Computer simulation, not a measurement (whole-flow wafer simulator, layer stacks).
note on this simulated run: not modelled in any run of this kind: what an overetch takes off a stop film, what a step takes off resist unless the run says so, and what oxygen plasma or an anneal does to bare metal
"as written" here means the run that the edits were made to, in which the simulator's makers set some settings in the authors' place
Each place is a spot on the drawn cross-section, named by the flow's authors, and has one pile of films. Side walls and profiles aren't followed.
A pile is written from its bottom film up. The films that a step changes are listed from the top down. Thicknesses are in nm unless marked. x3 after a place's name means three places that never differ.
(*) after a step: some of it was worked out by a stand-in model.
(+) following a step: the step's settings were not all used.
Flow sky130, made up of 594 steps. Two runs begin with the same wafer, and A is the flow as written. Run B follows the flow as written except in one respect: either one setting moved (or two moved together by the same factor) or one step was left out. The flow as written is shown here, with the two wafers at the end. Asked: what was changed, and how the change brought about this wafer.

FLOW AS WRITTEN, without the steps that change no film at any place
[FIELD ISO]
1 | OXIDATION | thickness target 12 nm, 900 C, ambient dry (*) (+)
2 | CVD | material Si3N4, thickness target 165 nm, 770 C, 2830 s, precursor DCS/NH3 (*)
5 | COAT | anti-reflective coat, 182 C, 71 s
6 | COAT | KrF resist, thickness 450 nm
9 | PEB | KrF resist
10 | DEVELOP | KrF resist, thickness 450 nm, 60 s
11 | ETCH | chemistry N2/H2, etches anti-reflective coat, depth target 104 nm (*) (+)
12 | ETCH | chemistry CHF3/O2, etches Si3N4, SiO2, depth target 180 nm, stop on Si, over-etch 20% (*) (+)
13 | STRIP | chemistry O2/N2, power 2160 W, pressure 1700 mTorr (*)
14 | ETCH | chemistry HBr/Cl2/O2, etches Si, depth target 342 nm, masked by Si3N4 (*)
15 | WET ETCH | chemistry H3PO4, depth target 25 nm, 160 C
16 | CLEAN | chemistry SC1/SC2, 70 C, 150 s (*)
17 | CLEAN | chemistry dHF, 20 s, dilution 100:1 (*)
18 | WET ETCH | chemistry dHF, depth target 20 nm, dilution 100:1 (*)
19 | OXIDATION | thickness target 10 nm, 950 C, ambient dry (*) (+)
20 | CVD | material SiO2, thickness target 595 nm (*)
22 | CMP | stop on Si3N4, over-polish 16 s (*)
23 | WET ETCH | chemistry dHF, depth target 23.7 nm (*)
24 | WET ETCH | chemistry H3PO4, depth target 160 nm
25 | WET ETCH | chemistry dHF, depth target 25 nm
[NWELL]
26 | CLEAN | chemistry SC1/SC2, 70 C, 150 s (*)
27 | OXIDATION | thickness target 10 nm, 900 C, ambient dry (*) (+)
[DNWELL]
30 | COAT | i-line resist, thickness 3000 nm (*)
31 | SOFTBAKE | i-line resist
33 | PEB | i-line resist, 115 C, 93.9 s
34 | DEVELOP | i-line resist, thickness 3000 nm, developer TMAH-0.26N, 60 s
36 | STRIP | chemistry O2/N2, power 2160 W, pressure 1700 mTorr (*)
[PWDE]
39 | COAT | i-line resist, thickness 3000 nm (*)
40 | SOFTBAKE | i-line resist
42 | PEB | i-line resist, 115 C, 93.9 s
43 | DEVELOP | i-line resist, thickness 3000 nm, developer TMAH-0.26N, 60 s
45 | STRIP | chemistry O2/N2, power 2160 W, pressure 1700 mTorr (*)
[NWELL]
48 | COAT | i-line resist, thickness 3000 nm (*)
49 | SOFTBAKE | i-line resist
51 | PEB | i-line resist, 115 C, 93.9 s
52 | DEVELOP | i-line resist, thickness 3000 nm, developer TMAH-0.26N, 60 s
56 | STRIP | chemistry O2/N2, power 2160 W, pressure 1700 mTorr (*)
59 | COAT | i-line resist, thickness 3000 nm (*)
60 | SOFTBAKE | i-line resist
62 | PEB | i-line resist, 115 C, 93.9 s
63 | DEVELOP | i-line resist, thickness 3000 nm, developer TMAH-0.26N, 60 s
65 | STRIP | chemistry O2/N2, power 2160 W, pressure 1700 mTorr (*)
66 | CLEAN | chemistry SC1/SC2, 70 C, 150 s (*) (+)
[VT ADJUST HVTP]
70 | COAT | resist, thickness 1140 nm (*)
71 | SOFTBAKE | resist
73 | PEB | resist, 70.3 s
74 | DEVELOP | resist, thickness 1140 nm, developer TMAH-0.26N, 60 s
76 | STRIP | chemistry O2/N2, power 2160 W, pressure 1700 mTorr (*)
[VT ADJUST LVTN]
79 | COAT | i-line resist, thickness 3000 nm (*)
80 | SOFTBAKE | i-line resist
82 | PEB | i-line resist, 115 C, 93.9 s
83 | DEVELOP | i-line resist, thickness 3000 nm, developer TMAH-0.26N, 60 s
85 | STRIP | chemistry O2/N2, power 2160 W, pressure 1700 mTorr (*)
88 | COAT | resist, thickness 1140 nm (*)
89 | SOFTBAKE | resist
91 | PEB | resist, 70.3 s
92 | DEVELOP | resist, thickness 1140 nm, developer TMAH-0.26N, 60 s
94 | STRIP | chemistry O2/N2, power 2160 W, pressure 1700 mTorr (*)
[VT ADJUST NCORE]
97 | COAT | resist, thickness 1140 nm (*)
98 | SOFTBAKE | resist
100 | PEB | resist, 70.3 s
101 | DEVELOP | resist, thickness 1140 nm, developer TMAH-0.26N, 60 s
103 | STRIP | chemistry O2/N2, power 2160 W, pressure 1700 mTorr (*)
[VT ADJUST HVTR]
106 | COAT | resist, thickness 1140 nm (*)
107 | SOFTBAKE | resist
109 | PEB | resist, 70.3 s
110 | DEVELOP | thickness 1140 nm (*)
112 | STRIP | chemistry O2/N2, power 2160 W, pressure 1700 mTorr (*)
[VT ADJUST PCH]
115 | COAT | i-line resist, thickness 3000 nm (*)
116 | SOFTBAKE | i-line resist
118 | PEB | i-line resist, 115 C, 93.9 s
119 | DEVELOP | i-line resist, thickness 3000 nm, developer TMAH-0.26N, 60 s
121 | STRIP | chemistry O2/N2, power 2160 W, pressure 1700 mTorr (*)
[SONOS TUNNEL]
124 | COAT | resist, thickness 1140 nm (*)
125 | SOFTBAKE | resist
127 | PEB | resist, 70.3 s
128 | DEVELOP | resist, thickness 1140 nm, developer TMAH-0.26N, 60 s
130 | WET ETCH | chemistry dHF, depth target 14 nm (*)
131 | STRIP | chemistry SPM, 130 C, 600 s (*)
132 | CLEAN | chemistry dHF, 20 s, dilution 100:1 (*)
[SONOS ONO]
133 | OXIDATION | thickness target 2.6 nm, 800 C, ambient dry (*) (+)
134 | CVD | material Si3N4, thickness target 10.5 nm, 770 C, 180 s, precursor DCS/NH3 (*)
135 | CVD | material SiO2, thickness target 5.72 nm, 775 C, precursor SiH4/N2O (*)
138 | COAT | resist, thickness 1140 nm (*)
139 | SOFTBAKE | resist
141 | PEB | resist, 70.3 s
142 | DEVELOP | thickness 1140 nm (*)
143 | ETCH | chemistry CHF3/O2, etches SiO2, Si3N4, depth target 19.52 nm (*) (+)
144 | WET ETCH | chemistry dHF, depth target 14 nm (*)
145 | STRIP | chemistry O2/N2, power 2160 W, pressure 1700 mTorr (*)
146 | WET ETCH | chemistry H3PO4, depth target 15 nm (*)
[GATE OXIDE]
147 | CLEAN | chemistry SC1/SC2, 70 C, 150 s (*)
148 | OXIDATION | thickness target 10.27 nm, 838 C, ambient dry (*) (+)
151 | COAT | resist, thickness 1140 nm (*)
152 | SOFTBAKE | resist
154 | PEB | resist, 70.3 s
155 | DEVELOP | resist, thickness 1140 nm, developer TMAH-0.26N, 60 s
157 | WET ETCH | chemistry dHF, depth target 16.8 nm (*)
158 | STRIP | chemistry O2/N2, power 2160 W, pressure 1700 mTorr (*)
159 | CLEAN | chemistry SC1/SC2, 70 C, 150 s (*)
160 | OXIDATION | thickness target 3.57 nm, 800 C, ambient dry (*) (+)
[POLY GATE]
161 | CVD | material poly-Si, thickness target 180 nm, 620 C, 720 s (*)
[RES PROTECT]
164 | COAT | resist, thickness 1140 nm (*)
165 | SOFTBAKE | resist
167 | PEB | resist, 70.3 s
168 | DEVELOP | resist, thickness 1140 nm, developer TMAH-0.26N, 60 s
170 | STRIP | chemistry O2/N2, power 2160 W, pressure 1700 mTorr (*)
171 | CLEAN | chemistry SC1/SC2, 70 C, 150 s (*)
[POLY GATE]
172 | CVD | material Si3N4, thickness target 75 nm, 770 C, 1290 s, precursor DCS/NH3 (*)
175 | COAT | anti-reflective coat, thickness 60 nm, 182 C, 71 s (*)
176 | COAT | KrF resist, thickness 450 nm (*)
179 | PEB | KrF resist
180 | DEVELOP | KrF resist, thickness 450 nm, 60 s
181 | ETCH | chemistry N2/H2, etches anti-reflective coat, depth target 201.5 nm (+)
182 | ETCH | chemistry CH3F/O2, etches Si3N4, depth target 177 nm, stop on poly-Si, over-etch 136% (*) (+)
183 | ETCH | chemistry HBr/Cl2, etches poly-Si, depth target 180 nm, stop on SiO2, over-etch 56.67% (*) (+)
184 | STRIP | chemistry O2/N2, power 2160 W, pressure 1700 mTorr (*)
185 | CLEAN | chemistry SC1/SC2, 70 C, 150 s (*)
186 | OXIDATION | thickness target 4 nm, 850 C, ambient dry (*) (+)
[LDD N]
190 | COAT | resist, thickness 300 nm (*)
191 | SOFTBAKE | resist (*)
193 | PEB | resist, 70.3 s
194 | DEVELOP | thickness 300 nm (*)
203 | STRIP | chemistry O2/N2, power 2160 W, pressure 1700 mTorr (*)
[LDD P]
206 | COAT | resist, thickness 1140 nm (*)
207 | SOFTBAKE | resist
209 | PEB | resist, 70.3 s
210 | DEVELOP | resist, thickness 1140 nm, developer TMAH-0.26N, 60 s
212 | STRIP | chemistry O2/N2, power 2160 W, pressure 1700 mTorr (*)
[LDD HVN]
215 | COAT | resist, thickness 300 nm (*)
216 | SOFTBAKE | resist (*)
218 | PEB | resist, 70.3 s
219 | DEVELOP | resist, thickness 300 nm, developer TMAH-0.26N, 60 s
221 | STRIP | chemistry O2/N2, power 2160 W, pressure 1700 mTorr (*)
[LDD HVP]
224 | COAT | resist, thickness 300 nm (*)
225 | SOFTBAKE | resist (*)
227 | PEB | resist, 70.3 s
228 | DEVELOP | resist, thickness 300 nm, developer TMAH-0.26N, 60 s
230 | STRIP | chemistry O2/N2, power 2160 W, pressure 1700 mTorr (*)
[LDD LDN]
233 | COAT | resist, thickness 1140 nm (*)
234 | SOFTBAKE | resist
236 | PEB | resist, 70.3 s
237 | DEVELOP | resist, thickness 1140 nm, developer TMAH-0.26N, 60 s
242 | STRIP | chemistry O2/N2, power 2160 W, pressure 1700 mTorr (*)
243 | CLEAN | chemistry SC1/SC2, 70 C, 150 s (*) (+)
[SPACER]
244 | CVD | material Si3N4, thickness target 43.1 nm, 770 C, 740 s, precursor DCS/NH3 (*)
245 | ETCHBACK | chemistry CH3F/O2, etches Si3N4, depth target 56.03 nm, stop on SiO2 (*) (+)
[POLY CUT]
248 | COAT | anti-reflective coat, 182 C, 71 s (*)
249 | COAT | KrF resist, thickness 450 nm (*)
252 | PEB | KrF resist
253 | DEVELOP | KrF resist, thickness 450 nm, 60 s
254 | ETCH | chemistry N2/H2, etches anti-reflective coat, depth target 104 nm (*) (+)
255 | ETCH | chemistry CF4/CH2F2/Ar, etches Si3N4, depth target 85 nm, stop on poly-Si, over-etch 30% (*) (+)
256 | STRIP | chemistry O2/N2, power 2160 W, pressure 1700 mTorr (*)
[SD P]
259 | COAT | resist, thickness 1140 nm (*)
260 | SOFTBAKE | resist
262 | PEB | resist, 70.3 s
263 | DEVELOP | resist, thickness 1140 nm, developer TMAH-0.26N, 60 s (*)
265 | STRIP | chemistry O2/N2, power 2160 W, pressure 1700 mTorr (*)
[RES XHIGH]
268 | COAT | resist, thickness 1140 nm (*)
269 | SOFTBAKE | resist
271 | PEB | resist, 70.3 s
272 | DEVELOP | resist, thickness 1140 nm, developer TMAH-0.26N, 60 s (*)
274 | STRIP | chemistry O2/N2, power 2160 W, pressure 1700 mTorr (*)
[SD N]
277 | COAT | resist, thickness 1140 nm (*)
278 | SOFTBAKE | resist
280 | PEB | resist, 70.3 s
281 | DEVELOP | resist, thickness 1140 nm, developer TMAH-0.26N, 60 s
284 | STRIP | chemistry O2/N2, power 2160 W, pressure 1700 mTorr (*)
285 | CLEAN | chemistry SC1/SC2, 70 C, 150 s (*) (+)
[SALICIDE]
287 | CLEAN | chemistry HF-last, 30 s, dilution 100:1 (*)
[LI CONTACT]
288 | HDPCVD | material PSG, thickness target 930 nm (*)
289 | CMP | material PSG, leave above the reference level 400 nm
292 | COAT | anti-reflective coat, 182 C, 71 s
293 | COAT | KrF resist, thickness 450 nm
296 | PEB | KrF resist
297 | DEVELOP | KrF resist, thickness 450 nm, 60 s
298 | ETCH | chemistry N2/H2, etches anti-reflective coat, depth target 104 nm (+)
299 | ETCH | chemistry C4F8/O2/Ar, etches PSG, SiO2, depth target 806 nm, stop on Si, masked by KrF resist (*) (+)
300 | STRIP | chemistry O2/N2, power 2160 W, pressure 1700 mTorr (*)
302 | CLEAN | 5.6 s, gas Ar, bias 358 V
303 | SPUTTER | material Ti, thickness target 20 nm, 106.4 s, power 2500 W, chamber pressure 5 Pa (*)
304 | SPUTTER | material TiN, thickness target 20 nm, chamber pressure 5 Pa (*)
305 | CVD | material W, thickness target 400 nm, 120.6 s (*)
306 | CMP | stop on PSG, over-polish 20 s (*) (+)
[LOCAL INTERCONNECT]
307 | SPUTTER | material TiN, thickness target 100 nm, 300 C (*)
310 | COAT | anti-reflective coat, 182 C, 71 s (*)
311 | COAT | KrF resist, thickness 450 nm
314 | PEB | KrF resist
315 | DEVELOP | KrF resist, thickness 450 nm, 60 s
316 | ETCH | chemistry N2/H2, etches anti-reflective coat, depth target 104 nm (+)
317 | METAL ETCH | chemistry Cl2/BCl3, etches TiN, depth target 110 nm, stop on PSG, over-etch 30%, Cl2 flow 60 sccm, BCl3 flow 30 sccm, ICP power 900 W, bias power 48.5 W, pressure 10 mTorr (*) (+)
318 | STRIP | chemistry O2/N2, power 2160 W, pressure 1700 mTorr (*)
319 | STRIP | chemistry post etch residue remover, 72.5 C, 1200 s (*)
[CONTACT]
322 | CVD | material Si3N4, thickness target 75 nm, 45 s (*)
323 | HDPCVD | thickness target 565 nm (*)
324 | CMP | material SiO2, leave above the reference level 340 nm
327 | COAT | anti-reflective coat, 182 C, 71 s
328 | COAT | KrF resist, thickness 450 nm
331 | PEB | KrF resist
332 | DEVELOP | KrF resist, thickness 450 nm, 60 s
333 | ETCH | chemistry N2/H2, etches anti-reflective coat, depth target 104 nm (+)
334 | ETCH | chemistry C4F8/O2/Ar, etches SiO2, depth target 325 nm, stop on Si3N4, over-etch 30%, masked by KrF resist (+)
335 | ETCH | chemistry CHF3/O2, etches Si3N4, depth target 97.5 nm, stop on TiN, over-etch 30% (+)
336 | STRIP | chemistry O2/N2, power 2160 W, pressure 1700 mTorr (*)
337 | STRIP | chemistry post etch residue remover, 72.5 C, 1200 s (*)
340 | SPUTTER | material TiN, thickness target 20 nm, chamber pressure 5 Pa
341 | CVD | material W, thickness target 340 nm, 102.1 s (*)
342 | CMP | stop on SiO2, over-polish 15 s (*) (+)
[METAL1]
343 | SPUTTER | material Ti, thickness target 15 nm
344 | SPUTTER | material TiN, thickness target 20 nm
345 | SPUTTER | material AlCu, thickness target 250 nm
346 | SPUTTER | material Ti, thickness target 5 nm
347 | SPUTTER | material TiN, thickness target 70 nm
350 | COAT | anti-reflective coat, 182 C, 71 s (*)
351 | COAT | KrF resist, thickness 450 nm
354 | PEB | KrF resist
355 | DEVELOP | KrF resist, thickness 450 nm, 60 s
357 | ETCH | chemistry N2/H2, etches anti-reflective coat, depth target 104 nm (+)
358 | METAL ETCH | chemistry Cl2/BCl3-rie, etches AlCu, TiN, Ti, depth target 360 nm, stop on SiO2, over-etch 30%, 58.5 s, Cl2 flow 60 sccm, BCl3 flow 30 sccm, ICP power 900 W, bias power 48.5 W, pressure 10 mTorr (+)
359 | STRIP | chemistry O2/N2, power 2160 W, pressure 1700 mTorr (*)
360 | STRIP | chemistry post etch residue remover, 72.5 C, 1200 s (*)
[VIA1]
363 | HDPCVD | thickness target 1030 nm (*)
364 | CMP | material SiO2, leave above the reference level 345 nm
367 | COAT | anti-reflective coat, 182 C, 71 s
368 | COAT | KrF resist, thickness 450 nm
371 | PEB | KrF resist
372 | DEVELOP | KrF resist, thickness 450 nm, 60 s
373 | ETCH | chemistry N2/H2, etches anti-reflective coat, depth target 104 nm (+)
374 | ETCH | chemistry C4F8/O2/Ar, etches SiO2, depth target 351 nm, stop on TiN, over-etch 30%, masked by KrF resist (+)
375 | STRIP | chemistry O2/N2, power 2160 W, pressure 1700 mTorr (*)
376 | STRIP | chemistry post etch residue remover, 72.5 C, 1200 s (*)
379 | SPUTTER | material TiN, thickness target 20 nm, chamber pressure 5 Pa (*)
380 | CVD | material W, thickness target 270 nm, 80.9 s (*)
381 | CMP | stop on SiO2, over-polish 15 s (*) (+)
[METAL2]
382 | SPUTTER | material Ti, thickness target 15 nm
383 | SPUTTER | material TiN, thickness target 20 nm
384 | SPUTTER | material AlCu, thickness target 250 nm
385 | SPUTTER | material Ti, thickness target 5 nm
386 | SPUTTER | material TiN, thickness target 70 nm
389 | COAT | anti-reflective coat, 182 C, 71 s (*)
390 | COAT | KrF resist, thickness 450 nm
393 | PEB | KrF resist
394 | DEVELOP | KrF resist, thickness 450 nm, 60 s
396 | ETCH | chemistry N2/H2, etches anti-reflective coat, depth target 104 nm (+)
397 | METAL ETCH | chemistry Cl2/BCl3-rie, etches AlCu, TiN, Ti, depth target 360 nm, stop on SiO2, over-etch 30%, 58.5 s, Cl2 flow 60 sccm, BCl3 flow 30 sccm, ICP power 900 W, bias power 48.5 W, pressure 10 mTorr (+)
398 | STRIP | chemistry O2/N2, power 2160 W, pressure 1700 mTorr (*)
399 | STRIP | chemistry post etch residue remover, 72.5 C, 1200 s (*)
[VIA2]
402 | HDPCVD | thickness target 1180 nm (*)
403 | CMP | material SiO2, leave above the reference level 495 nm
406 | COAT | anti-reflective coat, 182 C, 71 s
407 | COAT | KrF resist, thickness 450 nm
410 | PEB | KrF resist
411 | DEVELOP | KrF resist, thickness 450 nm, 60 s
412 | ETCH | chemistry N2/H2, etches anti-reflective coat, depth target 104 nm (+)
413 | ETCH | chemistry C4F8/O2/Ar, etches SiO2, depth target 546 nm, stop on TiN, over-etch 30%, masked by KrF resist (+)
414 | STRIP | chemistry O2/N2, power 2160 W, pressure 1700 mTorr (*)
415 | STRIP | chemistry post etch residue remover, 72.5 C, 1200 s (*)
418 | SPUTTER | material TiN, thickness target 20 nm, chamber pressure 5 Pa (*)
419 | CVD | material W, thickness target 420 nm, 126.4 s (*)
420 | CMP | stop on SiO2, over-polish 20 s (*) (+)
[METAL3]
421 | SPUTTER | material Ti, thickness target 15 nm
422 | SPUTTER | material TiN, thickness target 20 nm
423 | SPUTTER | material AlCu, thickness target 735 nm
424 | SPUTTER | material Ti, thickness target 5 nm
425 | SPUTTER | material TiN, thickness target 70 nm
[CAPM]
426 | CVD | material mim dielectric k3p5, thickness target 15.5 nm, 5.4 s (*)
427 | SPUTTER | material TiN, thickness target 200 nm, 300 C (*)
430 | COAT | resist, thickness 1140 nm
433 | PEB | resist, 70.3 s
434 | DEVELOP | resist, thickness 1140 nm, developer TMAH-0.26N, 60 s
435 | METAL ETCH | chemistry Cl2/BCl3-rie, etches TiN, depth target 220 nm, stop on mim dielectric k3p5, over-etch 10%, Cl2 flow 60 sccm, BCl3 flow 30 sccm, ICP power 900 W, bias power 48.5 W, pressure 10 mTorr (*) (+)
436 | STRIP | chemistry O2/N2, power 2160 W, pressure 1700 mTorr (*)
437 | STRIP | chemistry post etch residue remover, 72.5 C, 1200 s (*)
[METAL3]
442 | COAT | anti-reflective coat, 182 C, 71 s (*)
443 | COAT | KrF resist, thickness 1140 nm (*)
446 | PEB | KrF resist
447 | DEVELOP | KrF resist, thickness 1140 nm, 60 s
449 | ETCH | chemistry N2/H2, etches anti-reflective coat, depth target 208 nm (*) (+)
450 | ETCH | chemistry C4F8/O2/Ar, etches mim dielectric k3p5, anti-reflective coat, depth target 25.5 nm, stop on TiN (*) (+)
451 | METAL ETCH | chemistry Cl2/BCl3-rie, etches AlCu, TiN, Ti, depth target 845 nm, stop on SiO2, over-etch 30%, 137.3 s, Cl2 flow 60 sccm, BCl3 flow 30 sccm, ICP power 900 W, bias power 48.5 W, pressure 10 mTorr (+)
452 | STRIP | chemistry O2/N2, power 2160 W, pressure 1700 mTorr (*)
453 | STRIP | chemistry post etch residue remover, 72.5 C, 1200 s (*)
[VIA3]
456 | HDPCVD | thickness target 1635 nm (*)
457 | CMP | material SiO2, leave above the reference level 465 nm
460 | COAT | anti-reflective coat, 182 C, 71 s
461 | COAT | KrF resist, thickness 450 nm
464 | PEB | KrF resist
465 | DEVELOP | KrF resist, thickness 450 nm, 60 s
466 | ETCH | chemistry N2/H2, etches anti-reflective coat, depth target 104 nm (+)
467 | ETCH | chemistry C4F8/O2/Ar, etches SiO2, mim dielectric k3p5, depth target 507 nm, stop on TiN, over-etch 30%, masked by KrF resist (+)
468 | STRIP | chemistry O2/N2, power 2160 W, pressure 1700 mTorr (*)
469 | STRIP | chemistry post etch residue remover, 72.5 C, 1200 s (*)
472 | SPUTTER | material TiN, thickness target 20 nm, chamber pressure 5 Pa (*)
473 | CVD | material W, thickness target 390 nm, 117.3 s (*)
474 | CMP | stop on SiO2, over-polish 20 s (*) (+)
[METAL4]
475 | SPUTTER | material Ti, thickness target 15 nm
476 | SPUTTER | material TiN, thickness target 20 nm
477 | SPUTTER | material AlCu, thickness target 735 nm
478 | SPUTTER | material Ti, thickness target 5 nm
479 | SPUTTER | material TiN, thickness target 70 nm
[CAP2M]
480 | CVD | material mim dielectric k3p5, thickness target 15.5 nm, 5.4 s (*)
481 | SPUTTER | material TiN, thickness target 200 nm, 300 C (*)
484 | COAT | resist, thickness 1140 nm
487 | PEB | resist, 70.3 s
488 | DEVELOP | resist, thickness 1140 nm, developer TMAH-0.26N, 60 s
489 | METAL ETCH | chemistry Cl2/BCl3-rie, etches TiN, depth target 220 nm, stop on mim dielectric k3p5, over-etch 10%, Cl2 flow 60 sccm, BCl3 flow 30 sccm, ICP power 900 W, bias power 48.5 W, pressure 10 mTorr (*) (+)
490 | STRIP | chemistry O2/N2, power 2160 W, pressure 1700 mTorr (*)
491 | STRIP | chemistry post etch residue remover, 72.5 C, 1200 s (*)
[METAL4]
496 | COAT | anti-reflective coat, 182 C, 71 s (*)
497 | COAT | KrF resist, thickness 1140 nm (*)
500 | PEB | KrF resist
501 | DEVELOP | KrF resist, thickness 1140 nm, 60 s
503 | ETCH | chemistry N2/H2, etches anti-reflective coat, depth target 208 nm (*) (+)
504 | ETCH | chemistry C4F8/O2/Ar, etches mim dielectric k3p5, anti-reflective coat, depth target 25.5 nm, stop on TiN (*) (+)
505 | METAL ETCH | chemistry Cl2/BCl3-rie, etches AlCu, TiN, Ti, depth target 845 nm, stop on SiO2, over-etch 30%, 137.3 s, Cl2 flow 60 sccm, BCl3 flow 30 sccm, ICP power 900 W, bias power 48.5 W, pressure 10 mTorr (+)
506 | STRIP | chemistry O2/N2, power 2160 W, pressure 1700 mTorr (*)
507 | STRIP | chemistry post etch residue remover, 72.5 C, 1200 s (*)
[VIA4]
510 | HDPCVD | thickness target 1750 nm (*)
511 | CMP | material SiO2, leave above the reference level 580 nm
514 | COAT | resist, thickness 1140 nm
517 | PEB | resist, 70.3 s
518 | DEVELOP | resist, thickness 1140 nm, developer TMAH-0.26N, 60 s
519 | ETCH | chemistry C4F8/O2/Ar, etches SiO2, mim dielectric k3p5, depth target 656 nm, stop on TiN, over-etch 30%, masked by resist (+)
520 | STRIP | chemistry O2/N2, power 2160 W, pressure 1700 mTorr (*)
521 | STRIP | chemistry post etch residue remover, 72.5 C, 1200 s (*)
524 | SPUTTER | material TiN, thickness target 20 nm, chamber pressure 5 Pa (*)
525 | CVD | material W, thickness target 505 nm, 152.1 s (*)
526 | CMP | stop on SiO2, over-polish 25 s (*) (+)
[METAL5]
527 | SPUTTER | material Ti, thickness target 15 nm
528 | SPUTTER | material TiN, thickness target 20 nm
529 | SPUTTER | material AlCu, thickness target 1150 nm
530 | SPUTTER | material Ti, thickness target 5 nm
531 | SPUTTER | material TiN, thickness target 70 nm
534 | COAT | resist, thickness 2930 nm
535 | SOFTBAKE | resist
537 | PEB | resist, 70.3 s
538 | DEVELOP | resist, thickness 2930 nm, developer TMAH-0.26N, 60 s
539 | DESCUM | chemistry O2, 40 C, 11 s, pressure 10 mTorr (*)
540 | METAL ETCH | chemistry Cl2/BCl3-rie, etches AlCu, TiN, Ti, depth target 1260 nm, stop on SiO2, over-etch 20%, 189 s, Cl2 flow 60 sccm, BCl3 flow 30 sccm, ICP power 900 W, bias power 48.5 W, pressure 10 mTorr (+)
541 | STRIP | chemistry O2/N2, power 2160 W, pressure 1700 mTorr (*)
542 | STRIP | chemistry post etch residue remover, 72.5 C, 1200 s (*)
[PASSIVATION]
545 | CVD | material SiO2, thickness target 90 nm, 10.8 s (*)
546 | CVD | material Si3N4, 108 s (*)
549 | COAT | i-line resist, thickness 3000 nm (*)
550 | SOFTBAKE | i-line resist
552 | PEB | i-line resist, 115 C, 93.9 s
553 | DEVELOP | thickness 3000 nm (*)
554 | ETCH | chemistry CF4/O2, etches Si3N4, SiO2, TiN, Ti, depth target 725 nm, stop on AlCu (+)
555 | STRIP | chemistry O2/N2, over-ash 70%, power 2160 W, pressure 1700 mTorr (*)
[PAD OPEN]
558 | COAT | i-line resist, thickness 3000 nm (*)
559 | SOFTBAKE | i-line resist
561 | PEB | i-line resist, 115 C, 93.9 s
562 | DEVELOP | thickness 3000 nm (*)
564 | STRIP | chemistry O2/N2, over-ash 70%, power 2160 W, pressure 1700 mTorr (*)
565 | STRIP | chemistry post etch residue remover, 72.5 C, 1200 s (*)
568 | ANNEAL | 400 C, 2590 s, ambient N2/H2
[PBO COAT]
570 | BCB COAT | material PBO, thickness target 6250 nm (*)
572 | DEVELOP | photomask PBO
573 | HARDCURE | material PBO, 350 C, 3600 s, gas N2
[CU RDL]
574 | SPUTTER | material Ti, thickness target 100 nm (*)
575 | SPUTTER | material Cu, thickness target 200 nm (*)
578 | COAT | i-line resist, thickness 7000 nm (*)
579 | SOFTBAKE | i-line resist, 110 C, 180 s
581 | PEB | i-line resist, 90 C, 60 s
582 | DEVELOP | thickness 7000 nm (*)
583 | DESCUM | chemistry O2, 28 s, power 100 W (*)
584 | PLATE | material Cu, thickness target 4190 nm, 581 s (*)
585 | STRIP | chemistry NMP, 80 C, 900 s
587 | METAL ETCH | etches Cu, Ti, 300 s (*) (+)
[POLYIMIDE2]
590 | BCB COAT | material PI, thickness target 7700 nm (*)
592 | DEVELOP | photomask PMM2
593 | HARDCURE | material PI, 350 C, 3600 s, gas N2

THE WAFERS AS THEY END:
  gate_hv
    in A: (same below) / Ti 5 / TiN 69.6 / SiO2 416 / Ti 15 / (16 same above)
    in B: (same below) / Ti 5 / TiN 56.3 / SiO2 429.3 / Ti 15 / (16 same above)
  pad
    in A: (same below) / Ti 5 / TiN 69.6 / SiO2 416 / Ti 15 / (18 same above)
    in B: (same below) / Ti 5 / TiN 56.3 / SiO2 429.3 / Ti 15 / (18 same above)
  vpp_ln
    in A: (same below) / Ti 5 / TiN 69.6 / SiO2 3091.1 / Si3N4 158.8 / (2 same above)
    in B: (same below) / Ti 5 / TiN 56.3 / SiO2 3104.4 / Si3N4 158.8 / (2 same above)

What caused this: step 386, SPUTTER: thickness target 56.7 nm was run, though the flow has thickness target 70 nm.

The path from the change to this, step by step:
  386 | SPUTTER | material TiN, thickness target 70 nm
      field, active, n_well and 188 more: A TiN gains 70 (new film) | B TiN gains 56.7 (new film)
  397 | METAL ETCH | chemistry Cl2/BCl3-rie, etches AlCu, TiN, Ti, depth target 360 nm, stop on SiO2, over-etch 30%, 58.5 s, Cl2 flow 60 sccm, BCl3 flow 30 sccm, ICP power 900 W, bias power 48.5 W, pressure 10 mTorr (+)
      field, active, gate and 82 more: A TiN loses 68.7 (all of it), Ti loses 5 (all of it), AlCu loses 250 (all of it), TiN loses 20 (all of it), Ti loses 15 (all of it), SiO2 loses 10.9 | B TiN loses 55.4 (all of it), Ti loses 5 (all of it), AlCu loses 250 (all of it), TiN loses 20 (all of it), Ti loses 15 (all of it), SiO2 loses 12.3
  413 | ETCH | chemistry C4F8/O2/Ar, etches SiO2, depth target 546 nm, stop on TiN, over-etch 30%, masked by KrF resist (+)
      m1: A SiO2 loses 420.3 (all of it) | B SiO2 loses 433.6 (all of it)
      via2_hole: A SiO2 loses 419.8 (all of it) | B SiO2 loses 433.1 (all of it)
